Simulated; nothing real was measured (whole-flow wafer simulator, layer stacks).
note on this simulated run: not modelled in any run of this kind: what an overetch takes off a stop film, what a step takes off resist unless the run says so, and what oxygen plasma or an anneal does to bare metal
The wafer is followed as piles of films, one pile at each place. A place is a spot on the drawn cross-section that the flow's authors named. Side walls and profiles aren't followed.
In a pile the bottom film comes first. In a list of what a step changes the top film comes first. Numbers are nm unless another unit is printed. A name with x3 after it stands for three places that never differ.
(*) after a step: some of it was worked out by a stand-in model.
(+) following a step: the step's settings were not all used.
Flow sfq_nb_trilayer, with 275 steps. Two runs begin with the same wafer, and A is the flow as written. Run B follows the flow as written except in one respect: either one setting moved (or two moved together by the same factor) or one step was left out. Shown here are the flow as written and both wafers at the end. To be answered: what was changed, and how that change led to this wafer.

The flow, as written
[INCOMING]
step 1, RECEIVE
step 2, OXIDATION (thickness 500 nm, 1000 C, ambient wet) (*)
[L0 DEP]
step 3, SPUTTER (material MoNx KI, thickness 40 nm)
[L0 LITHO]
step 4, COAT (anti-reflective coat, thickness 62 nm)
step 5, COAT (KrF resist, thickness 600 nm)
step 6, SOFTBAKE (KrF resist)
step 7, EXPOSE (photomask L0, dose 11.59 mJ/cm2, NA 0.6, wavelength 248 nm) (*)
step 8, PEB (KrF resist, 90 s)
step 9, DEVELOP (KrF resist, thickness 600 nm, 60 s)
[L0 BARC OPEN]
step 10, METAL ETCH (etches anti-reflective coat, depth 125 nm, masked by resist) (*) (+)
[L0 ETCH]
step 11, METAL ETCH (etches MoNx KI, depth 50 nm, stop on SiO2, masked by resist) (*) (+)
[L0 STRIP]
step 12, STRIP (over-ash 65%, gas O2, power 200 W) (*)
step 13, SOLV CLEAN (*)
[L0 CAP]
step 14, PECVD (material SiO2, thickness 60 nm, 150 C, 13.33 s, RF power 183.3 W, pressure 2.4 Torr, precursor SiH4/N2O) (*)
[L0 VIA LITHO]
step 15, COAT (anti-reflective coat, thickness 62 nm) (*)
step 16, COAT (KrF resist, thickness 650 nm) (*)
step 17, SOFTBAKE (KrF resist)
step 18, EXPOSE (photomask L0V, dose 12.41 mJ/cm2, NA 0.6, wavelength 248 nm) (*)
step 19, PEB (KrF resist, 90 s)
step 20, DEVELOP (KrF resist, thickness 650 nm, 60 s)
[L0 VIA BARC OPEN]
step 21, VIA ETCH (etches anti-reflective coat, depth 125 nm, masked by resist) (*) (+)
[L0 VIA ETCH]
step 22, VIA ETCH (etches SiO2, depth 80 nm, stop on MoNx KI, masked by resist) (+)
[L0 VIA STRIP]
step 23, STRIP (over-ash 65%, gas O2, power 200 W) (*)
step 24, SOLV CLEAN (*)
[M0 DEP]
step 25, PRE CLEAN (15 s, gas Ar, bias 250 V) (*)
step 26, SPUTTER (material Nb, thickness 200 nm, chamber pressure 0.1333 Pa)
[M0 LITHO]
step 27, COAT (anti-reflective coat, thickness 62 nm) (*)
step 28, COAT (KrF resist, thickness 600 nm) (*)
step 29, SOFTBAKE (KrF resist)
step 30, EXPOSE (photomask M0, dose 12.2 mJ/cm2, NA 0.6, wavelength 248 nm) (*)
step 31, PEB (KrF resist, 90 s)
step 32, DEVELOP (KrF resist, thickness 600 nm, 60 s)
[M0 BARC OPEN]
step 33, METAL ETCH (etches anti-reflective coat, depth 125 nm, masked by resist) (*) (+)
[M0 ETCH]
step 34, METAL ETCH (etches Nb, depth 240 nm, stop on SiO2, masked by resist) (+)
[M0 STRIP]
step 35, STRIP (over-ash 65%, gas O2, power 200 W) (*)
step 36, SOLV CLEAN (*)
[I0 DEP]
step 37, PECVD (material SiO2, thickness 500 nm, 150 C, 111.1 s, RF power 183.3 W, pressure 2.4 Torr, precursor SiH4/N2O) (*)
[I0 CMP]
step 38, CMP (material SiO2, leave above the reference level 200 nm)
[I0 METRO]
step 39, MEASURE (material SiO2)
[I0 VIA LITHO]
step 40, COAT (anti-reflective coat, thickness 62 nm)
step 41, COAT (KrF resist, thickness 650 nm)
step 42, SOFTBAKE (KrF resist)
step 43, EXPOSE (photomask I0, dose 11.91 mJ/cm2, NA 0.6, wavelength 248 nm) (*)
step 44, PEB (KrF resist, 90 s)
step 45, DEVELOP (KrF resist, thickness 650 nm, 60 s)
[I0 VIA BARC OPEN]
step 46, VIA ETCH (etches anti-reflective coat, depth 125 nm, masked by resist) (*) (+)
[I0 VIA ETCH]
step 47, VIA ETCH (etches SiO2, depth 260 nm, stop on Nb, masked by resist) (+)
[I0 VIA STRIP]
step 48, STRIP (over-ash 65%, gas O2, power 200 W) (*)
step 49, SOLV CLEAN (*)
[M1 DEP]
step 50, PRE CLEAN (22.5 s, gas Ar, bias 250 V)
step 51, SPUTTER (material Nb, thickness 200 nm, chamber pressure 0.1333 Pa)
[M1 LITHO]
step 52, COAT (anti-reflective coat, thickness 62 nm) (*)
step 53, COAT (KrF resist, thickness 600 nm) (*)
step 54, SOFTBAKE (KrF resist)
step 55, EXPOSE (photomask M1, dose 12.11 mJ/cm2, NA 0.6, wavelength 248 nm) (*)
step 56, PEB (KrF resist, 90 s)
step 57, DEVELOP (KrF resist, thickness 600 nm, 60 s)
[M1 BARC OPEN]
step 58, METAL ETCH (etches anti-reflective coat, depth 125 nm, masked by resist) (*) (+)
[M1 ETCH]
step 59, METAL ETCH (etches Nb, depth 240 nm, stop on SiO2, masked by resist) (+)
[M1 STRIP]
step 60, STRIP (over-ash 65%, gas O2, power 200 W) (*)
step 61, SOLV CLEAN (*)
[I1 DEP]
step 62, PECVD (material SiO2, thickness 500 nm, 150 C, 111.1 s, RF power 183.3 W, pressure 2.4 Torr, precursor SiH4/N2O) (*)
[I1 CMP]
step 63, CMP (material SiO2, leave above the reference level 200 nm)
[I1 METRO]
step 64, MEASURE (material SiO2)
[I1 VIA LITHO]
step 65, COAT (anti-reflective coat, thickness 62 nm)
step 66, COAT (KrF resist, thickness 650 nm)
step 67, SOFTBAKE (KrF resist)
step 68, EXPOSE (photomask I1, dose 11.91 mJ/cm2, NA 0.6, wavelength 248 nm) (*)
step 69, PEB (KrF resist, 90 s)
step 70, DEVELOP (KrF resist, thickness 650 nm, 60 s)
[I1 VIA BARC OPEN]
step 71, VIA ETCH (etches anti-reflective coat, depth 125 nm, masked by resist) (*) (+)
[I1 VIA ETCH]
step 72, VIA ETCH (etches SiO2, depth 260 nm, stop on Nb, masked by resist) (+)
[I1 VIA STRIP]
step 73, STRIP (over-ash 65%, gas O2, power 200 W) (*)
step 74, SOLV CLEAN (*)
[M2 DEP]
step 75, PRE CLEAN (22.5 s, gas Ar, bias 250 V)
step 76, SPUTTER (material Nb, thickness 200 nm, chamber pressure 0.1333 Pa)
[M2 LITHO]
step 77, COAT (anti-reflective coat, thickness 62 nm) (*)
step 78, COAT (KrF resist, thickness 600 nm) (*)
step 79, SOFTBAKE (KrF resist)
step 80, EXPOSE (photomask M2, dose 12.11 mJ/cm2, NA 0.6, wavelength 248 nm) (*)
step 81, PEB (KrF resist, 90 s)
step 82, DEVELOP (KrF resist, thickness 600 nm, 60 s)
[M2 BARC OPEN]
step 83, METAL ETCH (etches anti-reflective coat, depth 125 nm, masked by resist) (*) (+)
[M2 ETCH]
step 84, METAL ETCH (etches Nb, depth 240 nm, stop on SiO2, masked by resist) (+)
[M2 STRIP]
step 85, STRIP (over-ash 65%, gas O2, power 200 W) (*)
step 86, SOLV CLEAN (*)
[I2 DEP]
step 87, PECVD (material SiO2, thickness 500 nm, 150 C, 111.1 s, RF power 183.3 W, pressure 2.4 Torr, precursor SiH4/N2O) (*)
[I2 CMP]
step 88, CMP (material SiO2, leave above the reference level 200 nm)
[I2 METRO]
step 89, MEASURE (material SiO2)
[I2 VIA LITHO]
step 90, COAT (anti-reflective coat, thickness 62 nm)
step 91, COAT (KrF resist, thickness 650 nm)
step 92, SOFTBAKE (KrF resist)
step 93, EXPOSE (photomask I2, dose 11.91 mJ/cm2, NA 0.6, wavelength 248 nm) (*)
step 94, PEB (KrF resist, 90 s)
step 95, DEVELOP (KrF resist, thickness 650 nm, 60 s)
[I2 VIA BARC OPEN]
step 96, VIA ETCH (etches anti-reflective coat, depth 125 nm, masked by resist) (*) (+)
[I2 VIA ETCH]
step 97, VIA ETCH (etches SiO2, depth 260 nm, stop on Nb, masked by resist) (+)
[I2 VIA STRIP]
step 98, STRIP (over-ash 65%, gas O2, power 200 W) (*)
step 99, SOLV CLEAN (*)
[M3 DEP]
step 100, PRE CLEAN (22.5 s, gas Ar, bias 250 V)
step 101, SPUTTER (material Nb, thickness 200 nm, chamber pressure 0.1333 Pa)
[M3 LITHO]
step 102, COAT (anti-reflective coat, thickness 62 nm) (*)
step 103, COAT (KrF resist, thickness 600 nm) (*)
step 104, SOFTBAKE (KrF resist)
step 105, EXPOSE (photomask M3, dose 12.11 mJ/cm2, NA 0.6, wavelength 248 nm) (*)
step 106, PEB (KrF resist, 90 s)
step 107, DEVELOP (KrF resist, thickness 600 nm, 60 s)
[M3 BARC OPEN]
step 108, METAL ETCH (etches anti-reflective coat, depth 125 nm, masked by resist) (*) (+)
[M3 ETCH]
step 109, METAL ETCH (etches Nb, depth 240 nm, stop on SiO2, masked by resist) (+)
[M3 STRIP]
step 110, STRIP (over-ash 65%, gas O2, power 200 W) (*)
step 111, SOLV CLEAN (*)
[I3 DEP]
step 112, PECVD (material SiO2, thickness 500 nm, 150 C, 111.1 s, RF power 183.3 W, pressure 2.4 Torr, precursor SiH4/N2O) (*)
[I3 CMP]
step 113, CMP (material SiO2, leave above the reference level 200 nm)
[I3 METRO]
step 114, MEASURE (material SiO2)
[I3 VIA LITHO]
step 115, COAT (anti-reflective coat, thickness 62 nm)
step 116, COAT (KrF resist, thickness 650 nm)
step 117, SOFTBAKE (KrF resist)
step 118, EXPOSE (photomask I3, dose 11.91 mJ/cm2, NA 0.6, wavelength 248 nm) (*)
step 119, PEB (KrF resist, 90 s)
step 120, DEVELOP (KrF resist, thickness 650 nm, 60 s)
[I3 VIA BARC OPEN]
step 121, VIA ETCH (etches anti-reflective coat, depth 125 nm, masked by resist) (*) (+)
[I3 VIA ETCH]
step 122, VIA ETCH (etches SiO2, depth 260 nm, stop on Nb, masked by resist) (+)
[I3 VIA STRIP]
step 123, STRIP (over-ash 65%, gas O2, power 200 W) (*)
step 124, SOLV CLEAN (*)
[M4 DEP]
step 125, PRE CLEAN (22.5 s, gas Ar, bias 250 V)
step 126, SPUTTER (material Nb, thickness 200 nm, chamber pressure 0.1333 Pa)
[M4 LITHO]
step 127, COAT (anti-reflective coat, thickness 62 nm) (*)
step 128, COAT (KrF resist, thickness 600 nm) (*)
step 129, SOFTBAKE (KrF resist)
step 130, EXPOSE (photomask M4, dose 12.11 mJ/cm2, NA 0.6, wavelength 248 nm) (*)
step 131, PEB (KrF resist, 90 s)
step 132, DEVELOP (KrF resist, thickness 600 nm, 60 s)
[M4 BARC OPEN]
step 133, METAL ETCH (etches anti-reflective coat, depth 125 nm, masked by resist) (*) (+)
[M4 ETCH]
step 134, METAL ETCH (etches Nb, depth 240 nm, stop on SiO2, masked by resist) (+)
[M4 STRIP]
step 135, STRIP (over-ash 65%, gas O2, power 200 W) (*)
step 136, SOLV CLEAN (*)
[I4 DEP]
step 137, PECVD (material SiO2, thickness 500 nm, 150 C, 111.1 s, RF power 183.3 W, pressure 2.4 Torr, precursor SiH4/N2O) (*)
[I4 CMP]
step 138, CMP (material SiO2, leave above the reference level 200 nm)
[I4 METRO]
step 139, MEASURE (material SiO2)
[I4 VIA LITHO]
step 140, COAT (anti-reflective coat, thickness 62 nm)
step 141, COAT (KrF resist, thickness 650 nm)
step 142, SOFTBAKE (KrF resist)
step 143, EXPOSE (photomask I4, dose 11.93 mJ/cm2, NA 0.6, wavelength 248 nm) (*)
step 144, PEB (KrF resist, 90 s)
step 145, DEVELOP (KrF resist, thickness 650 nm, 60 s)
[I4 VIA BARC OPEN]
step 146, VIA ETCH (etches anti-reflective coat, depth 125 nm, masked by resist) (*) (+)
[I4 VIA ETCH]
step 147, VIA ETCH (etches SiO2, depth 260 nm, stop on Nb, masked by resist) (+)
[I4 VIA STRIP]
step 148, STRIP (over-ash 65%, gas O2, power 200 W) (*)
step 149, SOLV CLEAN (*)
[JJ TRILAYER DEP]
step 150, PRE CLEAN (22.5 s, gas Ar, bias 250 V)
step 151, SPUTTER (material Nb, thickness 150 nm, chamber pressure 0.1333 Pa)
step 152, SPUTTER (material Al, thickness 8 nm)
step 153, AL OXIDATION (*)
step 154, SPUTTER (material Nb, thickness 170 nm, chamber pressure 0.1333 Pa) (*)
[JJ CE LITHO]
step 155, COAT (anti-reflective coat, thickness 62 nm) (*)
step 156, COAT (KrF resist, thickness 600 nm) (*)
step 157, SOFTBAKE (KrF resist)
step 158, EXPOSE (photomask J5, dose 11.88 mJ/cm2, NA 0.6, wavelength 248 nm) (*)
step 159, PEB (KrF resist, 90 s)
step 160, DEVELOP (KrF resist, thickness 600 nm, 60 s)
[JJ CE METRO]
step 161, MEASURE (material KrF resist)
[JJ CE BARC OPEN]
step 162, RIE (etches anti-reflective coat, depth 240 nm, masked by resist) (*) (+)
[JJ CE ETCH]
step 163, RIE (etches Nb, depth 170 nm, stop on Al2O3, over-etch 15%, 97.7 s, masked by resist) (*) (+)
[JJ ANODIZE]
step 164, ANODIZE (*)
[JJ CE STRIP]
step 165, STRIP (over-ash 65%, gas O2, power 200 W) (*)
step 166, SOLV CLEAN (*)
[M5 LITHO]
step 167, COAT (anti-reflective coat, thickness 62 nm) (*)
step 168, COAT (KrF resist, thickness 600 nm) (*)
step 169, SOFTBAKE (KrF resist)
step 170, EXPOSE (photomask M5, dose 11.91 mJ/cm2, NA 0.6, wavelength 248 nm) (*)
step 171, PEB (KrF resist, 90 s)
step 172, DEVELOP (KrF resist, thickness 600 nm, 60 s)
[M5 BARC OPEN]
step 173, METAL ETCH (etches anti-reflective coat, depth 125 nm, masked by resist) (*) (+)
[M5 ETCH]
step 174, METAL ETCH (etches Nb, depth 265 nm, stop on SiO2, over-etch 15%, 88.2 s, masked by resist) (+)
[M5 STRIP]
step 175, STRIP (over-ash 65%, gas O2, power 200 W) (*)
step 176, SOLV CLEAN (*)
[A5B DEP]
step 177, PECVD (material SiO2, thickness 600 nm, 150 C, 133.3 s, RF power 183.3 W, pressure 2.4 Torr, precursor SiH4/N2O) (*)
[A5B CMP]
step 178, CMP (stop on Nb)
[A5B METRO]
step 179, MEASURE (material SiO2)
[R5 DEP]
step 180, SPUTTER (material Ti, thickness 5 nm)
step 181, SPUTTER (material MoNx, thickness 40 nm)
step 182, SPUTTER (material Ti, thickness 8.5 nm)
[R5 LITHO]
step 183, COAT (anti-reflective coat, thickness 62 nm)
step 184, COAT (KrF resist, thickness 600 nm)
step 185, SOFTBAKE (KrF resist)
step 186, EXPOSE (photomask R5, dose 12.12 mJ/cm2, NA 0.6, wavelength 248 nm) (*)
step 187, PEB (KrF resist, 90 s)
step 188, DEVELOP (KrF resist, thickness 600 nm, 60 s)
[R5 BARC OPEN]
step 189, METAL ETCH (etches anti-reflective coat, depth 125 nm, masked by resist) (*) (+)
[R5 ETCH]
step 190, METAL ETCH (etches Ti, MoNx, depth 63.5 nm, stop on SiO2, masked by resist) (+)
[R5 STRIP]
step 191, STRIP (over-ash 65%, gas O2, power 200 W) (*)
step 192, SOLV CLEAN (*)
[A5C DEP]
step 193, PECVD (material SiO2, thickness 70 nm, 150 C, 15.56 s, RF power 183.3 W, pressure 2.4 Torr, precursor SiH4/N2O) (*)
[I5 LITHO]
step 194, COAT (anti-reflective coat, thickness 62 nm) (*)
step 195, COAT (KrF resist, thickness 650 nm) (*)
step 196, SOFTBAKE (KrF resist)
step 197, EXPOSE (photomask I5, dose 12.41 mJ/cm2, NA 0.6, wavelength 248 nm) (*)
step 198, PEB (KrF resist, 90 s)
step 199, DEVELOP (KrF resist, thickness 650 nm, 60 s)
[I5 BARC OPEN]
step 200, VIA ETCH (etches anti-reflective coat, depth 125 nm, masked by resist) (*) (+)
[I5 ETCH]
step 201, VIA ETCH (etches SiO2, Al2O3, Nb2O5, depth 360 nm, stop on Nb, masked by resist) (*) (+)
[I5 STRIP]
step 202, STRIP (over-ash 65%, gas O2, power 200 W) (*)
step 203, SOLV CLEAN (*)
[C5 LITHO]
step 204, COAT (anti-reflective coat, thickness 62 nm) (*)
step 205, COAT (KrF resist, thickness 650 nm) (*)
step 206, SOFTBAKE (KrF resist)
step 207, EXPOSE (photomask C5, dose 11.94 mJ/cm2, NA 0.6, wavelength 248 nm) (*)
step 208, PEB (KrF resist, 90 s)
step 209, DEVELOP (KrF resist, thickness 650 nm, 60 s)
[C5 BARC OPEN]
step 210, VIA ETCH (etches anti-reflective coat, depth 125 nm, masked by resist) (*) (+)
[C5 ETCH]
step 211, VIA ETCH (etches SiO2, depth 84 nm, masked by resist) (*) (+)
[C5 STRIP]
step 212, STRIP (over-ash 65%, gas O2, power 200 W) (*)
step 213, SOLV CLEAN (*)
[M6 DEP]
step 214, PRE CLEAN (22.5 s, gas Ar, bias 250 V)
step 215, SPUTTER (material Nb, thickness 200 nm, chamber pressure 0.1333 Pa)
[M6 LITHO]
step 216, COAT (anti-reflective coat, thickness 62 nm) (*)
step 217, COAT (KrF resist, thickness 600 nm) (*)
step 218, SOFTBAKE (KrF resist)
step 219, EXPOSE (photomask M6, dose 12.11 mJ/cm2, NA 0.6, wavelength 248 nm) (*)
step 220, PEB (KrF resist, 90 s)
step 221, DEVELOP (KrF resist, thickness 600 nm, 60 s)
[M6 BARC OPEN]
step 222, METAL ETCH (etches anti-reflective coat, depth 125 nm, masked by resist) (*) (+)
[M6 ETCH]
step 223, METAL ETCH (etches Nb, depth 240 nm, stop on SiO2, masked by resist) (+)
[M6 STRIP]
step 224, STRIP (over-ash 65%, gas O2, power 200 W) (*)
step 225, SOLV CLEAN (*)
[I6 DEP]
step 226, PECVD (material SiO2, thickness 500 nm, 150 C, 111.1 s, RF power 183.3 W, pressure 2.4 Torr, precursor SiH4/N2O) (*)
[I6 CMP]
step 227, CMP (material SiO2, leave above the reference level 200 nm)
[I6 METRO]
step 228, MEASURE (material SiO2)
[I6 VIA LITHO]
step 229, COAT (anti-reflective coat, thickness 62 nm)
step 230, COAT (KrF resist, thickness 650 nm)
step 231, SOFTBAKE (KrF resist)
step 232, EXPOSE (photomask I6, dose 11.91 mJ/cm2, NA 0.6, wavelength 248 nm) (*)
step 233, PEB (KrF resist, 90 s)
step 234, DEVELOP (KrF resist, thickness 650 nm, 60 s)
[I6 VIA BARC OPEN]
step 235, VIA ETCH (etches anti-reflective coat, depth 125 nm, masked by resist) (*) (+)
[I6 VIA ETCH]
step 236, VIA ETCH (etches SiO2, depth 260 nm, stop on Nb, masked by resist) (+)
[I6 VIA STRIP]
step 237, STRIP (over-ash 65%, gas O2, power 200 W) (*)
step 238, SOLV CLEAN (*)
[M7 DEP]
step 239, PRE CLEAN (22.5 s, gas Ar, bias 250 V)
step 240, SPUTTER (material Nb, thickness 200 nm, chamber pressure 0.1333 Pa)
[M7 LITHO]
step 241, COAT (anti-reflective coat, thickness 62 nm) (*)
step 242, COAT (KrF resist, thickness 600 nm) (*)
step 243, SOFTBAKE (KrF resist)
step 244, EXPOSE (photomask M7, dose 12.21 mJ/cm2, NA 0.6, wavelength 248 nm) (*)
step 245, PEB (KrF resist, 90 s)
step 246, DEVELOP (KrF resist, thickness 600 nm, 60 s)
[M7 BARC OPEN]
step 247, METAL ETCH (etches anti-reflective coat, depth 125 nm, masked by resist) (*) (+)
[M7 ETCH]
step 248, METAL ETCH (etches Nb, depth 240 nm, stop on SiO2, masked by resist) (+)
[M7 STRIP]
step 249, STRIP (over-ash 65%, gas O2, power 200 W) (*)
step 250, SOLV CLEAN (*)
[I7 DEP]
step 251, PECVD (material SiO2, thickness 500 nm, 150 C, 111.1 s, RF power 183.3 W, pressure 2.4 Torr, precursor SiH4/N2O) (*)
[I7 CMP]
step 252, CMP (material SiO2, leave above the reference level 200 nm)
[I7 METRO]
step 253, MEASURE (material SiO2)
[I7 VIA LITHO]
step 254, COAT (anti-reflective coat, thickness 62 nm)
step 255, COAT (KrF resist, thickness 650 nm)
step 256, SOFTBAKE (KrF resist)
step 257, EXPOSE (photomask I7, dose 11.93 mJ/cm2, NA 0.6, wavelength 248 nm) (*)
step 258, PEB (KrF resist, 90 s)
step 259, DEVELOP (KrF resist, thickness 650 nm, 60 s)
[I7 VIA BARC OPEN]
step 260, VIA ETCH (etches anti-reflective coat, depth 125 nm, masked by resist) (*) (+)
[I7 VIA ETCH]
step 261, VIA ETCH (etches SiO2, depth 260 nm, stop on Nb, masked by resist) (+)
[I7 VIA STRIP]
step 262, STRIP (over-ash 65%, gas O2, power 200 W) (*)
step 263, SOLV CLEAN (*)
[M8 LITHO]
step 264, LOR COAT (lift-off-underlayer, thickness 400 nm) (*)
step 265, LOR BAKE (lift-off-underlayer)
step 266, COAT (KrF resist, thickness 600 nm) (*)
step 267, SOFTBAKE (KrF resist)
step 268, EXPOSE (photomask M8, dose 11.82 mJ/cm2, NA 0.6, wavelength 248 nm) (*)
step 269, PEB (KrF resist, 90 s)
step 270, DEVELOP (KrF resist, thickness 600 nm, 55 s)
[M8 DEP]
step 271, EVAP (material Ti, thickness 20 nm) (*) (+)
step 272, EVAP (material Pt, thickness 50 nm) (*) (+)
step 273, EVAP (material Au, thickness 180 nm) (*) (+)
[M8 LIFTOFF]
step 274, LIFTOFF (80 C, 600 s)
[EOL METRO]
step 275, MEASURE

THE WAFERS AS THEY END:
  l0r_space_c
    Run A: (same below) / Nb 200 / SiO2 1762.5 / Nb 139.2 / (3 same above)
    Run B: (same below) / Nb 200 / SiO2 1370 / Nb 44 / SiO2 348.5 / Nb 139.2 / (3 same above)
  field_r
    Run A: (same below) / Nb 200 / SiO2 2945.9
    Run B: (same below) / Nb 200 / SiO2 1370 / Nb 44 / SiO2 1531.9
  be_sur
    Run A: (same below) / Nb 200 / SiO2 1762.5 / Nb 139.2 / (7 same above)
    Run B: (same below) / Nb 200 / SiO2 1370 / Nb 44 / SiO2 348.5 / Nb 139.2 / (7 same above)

Cause: step 134, METAL ETCH: depth 156 nm was run, while the flow as written has depth 240 nm.

Step by step, how the change led to this:
  step 134, METAL ETCH (etches Nb, depth 240 nm, stop on SiO2, masked by resist) (+)
      field_l, be, be_sur and 64 more: A Nb loses 200 (all of it) | B Nb loses 156
      v_sur, via_wl, via_w and 36 more: A KrF resist loses 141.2 | B KrF resist loses 91.8
  step 135, STRIP (over-ash 65%, gas O2, power 200 W) (*)
      p4_fl, p4_fm, p4_w1 and 26 more: A KrF resist loses 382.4 (all of it), anti-reflective coat loses 62 (all of it) | B KrF resist loses 431.8 (all of it), anti-reflective coat loses 62 (all of it)
      ln_m5, lsp_m: A KrF resist loses 381.9 (all of it), anti-reflective coat loses 61.8 (all of it) | B KrF resist loses 431.3 (all of it), anti-reflective coat loses 61.8 (all of it)
      (as well as at 8 more places)
  step 137, PECVD (material SiO2, thickness 500 nm, 150 C, 111.1 s, RF power 183.3 W, pressure 2.4 Torr, precursor SiH4/N2O) (*)
      field_l, be, be_sur and 55 more: A SiO2 gains 500 | B SiO2 gains 500 (new film)
      p3_s0, p3_s1, p3_s2, p3_s3, p3_s4, p3_s5: A SiO2 gains 557.1 | B SiO2 gains 513.1 (new film)
      (as well as at 3 more places)
  step 138, CMP (material SiO2, leave above the reference level 200 nm)
      field_l, be, be_sur and 55 more: A SiO2 loses 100 | B SiO2 loses 144
      lsp_r, l0_sur, l0v: A SiO2 loses 91.9 | B SiO2 loses 137.7
Taking metal films that touch as one body, l0r_space_c has 3 bodies (between them, from the top down: SiO2 348.5; SiO2 1370); the flow as written gives 2 bodies (between them, from the top down: SiO2 1762.5).
Taking metal films that touch as one body, field_r has 2 bodies (between them, from the top down: SiO2 1370); the flow as written gives 1 body.
Taking metal films that touch as one body, be_sur has 5 bodies (between them, from the top down: SiO2 192.5; SiO2 209 / Al2O3 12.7 / Nb2O5 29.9; SiO2 348.5; SiO2 1370); the flow as written gives 4 bodies (between them, from the top down: SiO2 192.5; SiO2 209 / Al2O3 12.7 / Nb2O5 29.9; SiO2 1762.5).
